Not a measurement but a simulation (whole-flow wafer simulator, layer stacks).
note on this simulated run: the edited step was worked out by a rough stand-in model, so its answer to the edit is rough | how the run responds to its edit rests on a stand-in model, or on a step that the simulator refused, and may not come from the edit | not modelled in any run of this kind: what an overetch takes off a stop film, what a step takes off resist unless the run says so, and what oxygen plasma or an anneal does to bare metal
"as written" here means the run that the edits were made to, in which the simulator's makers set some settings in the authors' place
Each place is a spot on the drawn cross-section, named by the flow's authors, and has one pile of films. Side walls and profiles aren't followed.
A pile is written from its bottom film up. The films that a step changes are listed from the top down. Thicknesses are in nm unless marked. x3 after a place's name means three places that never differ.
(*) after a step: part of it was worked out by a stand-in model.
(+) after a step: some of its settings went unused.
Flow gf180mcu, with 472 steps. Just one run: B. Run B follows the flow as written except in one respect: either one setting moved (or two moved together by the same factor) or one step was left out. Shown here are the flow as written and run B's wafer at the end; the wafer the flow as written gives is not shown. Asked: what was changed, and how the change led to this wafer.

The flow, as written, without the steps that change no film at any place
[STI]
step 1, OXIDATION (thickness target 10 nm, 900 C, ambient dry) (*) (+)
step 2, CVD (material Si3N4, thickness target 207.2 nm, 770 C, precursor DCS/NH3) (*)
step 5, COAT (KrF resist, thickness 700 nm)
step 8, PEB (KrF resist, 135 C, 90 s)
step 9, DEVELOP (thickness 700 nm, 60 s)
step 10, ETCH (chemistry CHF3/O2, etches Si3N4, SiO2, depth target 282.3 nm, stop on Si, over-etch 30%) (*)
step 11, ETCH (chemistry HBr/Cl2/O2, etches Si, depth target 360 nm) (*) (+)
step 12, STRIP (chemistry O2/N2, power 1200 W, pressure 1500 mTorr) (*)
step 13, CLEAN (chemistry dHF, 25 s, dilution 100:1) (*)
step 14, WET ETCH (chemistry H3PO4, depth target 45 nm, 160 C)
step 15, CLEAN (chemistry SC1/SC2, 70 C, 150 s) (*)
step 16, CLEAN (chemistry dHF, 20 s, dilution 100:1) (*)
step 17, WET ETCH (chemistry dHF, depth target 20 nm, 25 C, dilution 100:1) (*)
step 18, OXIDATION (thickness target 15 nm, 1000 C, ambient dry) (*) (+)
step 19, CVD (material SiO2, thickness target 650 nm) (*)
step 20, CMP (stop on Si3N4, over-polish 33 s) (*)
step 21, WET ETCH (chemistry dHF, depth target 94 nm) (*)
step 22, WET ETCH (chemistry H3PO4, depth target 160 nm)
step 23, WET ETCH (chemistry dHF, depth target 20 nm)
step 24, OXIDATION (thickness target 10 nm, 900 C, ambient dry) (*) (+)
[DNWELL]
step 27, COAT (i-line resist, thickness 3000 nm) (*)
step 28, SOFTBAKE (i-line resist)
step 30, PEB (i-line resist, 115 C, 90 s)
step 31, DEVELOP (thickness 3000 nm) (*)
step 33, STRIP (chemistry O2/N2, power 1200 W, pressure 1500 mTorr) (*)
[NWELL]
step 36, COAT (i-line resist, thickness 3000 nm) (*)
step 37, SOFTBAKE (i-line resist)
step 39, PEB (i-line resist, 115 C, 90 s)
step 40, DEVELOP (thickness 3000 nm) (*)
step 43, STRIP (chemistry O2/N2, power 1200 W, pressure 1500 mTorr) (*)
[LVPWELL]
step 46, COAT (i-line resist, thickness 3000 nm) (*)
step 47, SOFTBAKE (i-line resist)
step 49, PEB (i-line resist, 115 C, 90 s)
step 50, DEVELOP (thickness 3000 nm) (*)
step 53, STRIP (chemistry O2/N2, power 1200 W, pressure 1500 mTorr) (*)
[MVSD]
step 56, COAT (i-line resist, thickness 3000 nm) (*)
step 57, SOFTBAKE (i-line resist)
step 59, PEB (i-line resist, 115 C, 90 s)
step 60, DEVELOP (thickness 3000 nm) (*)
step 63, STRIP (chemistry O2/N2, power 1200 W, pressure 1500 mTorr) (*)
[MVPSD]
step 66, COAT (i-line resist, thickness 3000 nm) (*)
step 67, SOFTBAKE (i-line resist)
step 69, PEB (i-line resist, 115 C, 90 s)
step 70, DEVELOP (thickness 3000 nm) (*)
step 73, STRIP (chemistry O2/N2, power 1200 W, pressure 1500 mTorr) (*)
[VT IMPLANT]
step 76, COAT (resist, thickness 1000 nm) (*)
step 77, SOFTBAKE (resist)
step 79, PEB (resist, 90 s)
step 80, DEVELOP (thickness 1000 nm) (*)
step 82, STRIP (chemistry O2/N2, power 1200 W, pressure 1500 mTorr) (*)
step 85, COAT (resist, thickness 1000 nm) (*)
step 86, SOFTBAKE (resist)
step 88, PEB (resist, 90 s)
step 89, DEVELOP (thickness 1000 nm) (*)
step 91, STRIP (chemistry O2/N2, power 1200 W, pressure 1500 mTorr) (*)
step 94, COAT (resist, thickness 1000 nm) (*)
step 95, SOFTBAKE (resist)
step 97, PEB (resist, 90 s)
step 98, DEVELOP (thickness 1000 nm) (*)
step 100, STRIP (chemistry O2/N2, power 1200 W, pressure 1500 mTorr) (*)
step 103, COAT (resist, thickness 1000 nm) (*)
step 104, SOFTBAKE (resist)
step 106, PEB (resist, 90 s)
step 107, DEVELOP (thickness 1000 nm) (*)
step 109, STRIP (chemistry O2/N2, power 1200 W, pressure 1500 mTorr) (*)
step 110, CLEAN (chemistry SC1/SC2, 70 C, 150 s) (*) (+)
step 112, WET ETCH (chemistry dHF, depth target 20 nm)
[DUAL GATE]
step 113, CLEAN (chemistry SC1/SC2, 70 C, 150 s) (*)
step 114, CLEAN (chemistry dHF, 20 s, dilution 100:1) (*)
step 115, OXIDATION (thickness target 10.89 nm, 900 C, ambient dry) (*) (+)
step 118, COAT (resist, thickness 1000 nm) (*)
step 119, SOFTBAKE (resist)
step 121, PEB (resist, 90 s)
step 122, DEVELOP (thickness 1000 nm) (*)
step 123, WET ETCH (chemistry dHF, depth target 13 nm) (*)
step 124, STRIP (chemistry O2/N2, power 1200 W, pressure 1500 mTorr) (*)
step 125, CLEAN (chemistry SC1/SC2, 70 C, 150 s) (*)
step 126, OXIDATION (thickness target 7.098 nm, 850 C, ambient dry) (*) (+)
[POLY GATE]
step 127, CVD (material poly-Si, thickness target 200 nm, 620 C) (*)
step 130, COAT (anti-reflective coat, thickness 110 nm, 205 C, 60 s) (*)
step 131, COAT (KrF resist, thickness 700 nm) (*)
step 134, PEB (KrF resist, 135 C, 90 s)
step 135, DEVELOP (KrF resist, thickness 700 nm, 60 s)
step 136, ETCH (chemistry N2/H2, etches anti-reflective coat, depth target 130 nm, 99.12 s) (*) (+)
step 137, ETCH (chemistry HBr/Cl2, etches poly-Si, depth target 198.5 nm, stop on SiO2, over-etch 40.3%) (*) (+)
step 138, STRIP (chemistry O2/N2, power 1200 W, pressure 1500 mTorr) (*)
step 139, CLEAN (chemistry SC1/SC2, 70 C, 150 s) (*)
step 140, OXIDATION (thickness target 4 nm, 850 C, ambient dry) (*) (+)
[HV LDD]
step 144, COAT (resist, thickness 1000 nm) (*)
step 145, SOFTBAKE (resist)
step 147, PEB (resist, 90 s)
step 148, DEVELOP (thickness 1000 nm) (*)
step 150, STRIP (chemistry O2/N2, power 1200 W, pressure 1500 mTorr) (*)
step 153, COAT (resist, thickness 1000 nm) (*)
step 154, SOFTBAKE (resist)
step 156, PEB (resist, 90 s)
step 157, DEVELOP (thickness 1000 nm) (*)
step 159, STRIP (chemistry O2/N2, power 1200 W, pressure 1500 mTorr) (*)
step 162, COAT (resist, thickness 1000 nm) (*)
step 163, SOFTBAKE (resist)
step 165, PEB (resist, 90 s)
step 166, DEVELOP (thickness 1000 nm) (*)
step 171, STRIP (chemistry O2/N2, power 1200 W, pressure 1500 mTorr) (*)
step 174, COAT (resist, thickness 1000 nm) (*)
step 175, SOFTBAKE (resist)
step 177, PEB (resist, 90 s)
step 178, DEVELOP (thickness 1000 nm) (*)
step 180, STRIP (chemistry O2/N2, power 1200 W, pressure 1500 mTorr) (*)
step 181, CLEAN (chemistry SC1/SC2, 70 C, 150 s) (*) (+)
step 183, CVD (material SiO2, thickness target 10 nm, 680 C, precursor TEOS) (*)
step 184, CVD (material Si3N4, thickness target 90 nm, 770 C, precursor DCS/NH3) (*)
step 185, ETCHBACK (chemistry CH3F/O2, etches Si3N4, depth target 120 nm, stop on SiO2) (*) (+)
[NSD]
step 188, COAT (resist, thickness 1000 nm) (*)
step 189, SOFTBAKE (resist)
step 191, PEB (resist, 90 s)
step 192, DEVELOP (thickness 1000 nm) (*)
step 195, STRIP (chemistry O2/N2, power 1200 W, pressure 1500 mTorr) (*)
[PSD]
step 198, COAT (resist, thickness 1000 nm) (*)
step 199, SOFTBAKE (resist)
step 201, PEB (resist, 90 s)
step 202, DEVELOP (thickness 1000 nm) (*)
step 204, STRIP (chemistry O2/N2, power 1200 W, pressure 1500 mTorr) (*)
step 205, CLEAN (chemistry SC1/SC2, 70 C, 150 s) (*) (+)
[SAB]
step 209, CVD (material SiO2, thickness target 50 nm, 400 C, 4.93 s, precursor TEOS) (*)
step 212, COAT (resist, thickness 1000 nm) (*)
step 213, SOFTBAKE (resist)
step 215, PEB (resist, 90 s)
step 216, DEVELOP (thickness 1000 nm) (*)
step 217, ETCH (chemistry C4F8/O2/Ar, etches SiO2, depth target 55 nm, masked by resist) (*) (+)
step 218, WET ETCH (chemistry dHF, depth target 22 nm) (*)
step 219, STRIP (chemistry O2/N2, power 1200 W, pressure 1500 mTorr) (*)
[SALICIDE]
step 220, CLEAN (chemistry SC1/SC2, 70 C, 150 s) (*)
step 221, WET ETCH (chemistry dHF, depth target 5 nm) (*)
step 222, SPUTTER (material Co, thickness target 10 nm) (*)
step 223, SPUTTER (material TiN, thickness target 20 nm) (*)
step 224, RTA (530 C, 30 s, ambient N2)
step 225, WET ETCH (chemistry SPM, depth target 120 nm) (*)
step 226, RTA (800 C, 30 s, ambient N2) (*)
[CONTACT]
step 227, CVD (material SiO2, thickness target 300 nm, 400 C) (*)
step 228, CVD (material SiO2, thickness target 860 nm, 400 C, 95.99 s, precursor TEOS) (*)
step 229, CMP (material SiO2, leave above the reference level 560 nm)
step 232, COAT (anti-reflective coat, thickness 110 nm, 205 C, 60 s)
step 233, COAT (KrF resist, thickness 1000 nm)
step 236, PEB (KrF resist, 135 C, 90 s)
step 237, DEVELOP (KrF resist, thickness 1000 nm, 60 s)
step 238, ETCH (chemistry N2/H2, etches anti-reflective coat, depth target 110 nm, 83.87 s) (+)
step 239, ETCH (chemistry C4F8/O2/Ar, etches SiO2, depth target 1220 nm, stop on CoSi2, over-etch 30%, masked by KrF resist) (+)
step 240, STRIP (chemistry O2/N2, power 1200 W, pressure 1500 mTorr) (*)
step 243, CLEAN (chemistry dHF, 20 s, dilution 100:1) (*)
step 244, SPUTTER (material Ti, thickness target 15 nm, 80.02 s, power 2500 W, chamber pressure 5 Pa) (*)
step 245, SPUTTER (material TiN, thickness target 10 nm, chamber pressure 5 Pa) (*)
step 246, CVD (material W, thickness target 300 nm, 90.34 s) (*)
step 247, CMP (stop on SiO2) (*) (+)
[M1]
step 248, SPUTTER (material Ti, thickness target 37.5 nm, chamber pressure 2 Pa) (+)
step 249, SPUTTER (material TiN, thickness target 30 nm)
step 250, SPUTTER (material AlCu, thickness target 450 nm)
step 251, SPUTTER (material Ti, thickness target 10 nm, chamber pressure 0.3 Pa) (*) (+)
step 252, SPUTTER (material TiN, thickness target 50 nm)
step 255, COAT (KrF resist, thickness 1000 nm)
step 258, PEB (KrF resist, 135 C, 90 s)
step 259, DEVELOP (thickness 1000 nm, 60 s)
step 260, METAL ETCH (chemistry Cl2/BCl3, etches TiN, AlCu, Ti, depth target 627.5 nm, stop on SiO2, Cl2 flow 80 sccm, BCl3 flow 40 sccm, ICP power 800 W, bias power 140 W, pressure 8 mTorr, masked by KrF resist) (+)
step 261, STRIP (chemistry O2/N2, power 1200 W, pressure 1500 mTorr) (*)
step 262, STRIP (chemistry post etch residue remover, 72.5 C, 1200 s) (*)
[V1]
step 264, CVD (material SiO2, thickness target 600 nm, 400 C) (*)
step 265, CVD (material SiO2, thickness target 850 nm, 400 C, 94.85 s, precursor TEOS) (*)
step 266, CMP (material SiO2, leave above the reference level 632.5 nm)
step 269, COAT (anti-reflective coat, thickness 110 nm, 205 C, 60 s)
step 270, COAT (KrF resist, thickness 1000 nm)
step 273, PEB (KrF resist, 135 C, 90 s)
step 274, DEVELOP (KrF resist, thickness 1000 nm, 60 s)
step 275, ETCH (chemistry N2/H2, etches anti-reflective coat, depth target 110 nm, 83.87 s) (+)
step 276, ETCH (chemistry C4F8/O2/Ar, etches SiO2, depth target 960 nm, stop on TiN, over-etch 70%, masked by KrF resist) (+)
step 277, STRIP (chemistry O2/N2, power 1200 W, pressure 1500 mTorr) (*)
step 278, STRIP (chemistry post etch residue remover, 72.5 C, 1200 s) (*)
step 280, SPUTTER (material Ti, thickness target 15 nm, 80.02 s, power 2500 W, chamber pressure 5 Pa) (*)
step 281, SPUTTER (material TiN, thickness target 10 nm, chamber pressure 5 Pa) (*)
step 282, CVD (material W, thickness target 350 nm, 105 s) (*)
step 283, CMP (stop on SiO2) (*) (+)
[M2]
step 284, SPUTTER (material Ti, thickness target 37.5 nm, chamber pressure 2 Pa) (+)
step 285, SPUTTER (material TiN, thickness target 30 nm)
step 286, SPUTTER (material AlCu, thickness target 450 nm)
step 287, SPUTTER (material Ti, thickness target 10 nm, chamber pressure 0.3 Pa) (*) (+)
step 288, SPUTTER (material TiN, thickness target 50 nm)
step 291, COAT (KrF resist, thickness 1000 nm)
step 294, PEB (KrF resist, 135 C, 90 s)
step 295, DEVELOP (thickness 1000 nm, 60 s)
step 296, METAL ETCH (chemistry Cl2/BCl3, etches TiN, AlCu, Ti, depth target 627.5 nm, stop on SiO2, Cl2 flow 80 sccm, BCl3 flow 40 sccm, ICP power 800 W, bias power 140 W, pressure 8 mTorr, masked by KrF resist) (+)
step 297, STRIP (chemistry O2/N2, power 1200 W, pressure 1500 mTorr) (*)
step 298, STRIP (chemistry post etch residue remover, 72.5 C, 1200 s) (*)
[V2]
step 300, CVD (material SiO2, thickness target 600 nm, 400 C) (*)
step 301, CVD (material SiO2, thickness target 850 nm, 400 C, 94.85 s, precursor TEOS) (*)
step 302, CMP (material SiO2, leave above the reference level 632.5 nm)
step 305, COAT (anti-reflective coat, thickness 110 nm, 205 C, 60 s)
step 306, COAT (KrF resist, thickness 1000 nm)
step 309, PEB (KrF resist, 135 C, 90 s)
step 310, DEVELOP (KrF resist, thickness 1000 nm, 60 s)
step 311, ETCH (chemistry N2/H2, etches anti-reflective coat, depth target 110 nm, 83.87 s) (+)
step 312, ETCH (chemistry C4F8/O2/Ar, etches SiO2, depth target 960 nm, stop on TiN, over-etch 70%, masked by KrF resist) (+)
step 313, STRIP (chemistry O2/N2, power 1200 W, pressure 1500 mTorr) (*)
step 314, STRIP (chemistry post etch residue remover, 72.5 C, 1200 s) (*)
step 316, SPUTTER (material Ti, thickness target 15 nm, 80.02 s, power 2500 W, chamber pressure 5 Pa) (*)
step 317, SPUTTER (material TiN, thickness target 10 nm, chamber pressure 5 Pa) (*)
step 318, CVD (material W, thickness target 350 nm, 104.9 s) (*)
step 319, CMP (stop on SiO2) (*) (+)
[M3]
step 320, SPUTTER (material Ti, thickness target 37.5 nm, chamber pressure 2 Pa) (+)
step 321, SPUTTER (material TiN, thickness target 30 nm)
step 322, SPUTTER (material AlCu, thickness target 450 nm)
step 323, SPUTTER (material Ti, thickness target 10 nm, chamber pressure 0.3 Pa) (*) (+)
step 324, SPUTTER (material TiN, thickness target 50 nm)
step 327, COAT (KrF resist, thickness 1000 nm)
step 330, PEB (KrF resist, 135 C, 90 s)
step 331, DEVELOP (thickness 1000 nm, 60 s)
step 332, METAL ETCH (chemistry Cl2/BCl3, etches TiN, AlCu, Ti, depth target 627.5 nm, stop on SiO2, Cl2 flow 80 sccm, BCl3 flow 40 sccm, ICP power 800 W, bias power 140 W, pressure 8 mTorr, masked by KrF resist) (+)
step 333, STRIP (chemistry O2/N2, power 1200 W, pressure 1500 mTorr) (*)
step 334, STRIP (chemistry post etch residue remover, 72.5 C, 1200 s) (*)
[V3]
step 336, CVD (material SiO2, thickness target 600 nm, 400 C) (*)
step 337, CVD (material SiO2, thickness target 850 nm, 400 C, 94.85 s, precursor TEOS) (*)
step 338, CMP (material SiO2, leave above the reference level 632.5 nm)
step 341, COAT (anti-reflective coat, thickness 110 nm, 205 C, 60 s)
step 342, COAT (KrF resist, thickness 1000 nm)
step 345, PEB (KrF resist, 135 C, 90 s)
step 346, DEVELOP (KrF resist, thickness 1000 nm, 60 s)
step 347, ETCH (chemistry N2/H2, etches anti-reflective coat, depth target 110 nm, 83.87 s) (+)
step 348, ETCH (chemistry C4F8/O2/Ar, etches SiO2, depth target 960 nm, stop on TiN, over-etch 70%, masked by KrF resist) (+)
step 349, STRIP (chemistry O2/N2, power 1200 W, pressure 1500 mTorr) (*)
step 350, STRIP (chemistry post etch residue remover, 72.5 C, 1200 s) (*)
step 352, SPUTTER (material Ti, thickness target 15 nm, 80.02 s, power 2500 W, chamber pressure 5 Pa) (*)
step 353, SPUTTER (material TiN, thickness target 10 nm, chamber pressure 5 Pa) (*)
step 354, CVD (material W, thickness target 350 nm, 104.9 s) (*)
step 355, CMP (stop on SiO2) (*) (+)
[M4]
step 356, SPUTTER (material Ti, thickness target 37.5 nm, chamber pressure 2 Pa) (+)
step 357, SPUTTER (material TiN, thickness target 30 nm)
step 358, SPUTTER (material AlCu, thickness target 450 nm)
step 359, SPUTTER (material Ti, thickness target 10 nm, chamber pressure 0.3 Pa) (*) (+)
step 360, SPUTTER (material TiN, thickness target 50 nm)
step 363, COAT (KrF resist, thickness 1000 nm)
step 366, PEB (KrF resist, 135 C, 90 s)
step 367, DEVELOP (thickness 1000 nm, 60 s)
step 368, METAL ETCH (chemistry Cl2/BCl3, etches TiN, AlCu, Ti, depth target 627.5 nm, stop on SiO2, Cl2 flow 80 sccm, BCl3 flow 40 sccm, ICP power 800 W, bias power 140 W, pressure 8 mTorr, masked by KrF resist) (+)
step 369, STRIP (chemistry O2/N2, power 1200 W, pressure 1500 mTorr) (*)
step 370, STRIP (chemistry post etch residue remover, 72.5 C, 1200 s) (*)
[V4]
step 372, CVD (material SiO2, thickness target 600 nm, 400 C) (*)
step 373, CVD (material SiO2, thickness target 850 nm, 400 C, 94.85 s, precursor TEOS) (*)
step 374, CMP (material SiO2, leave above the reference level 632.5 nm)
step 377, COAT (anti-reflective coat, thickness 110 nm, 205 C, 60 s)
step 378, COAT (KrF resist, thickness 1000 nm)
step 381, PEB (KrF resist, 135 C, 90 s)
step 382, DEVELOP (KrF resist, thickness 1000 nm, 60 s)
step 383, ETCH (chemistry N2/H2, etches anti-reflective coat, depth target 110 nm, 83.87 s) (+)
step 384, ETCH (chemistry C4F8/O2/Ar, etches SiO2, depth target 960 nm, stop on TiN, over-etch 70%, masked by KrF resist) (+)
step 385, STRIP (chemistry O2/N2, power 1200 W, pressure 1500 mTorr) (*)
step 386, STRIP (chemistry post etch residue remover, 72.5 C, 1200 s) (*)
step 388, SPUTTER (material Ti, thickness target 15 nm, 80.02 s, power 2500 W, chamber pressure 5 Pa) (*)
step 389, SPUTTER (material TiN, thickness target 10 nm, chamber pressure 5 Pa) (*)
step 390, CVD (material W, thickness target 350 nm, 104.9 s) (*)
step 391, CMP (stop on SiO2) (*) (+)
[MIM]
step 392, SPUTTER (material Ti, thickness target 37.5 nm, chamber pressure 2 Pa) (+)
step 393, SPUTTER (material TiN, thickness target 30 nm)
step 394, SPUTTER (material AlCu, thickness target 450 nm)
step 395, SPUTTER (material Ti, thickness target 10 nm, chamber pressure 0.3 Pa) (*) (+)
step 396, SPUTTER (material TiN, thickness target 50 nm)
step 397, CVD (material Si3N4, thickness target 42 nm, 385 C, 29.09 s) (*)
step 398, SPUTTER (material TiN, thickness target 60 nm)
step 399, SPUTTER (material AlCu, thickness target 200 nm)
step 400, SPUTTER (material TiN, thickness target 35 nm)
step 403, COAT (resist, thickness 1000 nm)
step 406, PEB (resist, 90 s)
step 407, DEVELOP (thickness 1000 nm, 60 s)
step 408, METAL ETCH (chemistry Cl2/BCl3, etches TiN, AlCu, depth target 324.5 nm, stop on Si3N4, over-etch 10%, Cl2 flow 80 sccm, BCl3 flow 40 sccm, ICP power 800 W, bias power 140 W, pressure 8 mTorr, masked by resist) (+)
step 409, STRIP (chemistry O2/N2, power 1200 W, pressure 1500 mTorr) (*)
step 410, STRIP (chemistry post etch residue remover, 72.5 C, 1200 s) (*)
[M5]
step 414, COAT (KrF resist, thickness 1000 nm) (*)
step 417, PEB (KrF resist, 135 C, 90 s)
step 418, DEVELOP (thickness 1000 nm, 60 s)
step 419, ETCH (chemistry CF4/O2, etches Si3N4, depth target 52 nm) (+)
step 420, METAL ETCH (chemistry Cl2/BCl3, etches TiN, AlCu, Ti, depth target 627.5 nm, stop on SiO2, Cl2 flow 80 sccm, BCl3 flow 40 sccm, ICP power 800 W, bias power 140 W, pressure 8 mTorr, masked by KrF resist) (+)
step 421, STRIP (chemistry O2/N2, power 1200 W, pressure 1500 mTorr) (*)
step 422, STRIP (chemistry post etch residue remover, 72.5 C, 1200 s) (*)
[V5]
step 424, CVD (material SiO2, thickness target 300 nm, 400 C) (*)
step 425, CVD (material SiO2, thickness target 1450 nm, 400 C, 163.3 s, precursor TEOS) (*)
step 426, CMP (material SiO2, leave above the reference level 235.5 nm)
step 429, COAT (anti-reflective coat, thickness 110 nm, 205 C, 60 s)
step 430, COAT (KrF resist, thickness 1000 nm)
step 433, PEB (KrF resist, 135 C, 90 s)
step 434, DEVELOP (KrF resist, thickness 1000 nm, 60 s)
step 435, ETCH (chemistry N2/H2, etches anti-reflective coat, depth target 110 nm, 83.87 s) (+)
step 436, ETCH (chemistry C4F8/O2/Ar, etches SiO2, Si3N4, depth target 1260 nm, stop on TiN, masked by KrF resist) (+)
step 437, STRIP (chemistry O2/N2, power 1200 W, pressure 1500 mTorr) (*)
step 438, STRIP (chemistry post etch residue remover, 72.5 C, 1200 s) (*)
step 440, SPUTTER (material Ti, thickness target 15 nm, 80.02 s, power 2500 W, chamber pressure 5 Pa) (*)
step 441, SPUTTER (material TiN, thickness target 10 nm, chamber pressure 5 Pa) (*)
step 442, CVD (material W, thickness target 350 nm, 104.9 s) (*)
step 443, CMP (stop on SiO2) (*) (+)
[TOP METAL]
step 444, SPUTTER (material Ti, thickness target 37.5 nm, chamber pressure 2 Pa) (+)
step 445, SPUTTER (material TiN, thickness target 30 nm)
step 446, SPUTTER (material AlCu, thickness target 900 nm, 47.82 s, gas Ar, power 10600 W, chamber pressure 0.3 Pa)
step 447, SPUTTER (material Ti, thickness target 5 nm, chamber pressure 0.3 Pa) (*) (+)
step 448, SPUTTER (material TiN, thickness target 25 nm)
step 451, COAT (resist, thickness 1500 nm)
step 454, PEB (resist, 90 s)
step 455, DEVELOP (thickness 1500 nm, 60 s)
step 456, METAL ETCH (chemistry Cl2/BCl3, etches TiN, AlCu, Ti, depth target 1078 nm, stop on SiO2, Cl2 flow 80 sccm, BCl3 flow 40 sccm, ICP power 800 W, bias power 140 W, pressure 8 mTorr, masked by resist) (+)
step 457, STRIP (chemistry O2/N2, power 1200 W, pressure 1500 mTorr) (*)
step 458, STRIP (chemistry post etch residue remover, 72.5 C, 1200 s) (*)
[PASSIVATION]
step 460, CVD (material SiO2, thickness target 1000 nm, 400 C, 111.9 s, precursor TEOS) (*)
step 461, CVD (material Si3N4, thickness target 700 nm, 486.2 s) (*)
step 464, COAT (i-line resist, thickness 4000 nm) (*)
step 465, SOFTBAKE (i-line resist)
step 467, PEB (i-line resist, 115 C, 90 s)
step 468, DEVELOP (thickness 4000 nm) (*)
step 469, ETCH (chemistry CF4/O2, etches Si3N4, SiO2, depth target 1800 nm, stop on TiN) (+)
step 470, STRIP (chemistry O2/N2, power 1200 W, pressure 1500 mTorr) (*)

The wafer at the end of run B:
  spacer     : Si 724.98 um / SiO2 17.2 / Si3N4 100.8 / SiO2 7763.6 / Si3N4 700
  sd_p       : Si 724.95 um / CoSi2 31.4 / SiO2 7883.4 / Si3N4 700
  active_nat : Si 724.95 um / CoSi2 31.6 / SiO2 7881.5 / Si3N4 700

Cause: step 184, CVD: thickness target 105 nm was run, while the flow as written has thickness target 90 nm.

The path from the change to this, step by step:
  step 184, CVD (material Si3N4, thickness target 90 nm, 770 C, precursor DCS/NH3) (*)
      field, field__w1, field__w2 and 101 more: +105 Si3N4 (new film) (it would be, as written: +90 Si3N4 (new film))
  step 185, ETCHBACK (chemistry CH3F/O2, etches Si3N4, depth target 120 nm, stop on SiO2) (*) (+)
      field, field__w1, field__w2 and 100 more: -105 Si3N4 (all of it), -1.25 SiO2 (it would be, as written: -90 Si3N4 (all of it), -2.5 SiO2)
  step 189, SOFTBAKE (resist)
      field__w9: -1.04 resist (it would be, as written: +1.85 resist)
      nw_enc_fld_lv__w3: -0.56 resist (it would be, as written: +0.35 resist)
  step 199, SOFTBAKE (resist)
      field__w9: -1.04 resist (it would be, as written: +1.85 resist)
      nw_enc_fld_lv__w3: -0.56 resist (it would be, as written: +0.35 resist)
  step 209, CVD (material SiO2, thickness target 50 nm, 400 C, 4.93 s, precursor TEOS) (*)
      ld_drift_p: +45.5 SiO2 (it would be, as written: +46.7 SiO2)
      ld_drn_p: +44.8 SiO2 (it would be, as written: +46 SiO2)
  step 218, WET ETCH (chemistry dHF, depth target 22 nm) (*)
      gate, gate_hv, gate_p and 23 more: -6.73 SiO2 (all of it) (it would be, as written: -5.48 SiO2 (all of it))
      active, p_well, sd_n, iso_ptap_pw, iso_ntap_nw, iso_ptap_sub, vpnp_e: -10.3 SiO2 (all of it) (it would be, as written: -9.01 SiO2 (all of it))
      (as well as at 15 more places)
  step 223, SPUTTER (material TiN, thickness target 20 nm) (*)
      field__w2: +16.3 TiN (new film) (it would be, as written: +17 TiN (new film))
      field__w3: +15 TiN (new film) (it would be, as written: +15.7 TiN (new film))
      (as well as at 1 more place)
  step 224, RTA (530 C, 30 s, ambient N2)
      ld_drn_p: under 1 film: +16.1 CoSi (new film), -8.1 Co (all of it), -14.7 Si (it would be, as written: under 1 film: +16.7 CoSi (new film), -8.4 Co (all of it), -15.2 Si)
  step 225, WET ETCH (chemistry SPM, depth target 120 nm) (*)
      field__w2: -16.3 TiN (all of it), -8.36 Co (all of it) (it would be, as written: -17 TiN (all of it), -8.65 Co (all of it))
      field__w3: -15 TiN (all of it), -7.7 Co (all of it) (it would be, as written: -15.7 TiN (all of it), -8.06 Co (all of it))
      (as well as at 1 more place)
  step 226, RTA (800 C, 30 s, ambient N2) (*)
      ld_drn_p: +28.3 CoSi2 (new film), -16.1 CoSi (all of it), -14.7 Si (it would be, as written: +29.4 CoSi2 (new film), -16.7 CoSi (all of it), -15.2 Si)
  step 229, CMP (material SiO2, leave above the reference level 560 nm)
      spacer: -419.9 SiO2 (it would be, as written: -404.9 SiO2)
